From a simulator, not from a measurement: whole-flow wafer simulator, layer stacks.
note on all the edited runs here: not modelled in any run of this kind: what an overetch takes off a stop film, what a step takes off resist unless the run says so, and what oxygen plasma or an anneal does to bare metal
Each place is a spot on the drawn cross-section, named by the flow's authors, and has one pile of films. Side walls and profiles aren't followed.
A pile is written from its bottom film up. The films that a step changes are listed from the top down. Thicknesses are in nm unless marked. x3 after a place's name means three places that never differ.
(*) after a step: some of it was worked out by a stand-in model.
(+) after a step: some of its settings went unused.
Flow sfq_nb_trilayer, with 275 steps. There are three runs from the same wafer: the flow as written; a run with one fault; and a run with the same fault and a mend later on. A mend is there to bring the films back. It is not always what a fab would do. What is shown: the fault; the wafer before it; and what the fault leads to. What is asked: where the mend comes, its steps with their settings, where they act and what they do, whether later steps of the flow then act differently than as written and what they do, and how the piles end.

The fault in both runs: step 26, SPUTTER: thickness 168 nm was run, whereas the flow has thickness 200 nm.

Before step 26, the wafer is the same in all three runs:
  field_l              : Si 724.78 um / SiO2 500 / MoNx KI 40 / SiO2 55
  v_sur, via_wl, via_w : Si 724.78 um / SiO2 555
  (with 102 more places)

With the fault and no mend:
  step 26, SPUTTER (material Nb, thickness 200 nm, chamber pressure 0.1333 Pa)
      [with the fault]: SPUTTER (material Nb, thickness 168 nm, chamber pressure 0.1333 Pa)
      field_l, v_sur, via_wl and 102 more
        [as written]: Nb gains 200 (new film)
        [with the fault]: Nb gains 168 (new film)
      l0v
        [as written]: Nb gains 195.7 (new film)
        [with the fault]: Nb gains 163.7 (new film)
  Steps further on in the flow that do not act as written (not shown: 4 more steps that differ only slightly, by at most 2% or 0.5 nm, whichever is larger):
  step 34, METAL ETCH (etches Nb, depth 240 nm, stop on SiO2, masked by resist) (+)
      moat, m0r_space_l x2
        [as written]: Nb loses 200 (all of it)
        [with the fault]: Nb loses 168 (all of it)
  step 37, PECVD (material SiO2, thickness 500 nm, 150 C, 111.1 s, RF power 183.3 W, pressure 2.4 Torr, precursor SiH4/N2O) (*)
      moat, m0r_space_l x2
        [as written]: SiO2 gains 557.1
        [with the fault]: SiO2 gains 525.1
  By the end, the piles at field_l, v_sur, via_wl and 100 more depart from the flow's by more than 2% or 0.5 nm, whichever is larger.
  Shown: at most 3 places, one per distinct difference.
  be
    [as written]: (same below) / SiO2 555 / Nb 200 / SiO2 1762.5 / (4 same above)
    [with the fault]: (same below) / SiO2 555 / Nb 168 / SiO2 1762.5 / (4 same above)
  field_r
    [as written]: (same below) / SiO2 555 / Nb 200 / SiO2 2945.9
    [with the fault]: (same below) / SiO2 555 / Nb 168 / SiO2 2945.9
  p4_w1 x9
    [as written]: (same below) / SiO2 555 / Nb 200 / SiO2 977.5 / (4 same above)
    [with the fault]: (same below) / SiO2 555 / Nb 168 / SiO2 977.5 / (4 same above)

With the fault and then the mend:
  The mend follows step 26.
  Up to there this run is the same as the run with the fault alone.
  step 26a, SPUTTER (material Nb, thickness 32 nm, chamber pressure 0.1333 Pa) (the flow's step 26 again, with other settings)
      field_l, via_wl, via_w and 100 more
        Nb gains 32
      v_sur
        Nb gains 30.9
      lsp_r
        Nb gains 31.5
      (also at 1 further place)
  None of the later steps of the flow differs from how it acts as written, at any place that is followed, by more than 2% or 0.5 nm, whichever is larger.
  When the end is reached, the piles differ only a little from the flow's at the places that both follow, at most by 2% or 0.5 nm, whichever is larger.
